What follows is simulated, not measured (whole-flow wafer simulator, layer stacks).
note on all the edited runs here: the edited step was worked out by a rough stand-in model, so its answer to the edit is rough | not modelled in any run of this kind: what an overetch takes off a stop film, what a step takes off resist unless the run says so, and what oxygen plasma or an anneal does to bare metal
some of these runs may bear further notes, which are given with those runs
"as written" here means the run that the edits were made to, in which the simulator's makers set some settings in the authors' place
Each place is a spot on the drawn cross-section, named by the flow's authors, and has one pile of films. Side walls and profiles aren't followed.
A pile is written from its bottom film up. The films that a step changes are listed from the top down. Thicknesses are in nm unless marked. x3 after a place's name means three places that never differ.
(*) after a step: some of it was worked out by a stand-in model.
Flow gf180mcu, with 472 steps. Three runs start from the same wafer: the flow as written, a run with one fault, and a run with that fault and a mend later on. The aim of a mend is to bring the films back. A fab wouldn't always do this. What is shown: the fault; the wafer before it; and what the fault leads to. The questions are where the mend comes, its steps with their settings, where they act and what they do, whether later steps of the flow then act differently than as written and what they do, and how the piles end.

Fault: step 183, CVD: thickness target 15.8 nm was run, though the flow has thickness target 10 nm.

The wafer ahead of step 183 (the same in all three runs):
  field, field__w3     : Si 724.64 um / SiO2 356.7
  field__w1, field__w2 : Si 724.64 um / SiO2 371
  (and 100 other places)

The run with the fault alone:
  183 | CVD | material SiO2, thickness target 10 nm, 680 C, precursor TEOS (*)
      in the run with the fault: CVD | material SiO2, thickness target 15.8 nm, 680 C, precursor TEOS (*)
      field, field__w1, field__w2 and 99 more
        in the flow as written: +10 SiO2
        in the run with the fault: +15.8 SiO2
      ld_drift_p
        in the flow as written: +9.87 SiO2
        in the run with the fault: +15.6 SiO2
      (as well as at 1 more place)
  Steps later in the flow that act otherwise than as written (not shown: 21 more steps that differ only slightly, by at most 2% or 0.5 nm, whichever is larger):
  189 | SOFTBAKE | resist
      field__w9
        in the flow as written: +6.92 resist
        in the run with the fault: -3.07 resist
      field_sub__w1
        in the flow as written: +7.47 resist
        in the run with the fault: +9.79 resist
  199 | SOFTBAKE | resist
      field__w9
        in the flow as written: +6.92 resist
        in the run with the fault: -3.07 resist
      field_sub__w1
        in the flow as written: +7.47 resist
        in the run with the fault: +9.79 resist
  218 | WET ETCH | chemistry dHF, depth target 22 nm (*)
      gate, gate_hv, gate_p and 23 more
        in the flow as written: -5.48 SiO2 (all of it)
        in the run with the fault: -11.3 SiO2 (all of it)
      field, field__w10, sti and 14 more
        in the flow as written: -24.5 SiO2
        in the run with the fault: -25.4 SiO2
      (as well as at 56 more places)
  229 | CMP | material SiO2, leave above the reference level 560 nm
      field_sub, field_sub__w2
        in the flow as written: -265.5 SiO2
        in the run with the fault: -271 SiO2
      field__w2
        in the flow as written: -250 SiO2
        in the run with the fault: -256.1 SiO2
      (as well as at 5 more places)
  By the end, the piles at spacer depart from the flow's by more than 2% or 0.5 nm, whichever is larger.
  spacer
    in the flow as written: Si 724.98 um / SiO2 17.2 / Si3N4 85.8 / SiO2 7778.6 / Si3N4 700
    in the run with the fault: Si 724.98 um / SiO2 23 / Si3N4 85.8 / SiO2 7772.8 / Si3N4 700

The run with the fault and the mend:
  The mend stands after step 183.
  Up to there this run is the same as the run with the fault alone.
  183a | WET ETCH | chemistry dHF, depth target 5.8 nm, 25 C, dilution 100:1 (the flow's step 17, run once more with other settings)
      field, field__w1, field__w2 and 101 more
        -5.8 SiO2
  None of the later steps of the flow differs from how it acts as written, at any place that is followed, by more than 2% or 0.5 nm, whichever is larger.
  When the end is reached, the piles differ only a little from the flow's at the places that both follow, at most by 2% or 0.5 nm, whichever is larger.
